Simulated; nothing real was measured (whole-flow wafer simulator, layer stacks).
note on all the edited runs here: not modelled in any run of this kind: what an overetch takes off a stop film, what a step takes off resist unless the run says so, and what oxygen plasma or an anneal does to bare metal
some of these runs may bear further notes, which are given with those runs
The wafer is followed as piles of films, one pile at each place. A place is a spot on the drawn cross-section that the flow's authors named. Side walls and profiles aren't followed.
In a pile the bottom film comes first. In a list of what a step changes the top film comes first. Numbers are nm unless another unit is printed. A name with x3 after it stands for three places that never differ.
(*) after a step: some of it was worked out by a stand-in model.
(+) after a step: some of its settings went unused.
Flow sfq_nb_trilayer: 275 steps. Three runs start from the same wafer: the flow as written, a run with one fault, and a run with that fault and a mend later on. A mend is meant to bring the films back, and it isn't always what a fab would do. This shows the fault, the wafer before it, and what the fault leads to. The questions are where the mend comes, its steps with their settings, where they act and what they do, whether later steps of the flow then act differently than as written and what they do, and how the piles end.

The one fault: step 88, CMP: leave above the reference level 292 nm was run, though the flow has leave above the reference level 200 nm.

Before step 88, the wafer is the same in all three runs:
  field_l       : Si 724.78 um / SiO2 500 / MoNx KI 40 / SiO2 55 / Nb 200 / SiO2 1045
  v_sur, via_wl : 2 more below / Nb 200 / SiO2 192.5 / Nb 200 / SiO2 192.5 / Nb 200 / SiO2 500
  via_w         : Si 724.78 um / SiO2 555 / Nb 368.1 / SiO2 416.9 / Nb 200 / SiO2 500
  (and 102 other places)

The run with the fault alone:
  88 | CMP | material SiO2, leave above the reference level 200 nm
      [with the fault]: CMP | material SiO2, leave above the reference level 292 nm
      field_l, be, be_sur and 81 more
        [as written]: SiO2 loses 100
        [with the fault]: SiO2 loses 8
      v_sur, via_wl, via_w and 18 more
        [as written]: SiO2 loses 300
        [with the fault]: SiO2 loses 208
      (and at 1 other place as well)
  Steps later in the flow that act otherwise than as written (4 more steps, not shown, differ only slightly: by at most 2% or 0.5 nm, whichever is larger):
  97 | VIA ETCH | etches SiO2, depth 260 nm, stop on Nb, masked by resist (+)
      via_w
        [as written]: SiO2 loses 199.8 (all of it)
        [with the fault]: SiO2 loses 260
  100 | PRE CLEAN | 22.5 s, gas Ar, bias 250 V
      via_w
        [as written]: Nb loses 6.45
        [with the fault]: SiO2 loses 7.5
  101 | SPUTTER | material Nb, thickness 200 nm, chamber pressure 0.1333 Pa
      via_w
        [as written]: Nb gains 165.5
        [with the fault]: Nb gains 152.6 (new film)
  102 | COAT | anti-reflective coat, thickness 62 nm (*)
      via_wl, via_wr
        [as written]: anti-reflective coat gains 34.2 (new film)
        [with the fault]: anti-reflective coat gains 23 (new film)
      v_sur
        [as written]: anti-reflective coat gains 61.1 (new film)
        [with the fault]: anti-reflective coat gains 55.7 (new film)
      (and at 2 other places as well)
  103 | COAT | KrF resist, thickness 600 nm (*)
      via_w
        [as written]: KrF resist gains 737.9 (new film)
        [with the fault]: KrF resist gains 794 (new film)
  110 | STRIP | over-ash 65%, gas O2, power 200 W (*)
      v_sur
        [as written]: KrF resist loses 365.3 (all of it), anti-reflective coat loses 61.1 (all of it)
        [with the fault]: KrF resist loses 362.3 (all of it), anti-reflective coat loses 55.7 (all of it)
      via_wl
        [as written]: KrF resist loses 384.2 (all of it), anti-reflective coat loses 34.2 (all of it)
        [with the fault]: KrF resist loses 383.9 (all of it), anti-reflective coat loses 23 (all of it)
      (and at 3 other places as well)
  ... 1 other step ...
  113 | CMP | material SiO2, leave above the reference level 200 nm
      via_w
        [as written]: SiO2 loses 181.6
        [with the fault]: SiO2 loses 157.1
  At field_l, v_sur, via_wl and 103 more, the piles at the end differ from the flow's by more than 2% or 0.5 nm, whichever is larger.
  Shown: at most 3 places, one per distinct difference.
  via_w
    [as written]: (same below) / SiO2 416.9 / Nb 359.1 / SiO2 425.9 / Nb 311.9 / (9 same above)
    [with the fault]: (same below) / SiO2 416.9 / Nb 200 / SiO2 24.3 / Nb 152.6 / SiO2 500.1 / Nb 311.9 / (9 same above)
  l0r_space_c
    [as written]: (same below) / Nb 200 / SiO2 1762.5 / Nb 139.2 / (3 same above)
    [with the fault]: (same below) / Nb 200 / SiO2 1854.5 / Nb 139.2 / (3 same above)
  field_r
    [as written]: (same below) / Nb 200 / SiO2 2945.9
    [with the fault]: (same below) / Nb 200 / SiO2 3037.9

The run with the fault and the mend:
  The mend follows step 89.
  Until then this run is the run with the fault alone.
  89a | CMP | material SiO2, leave above the reference level 200 nm (the flow's step 88, run once more)
      field_l, v_sur, via_wl and 103 more
        SiO2 loses 92
  None of the later steps of the flow acts differently than as written at any place that is followed.
  By the end, the piles equal the flow's at every place that both follow.
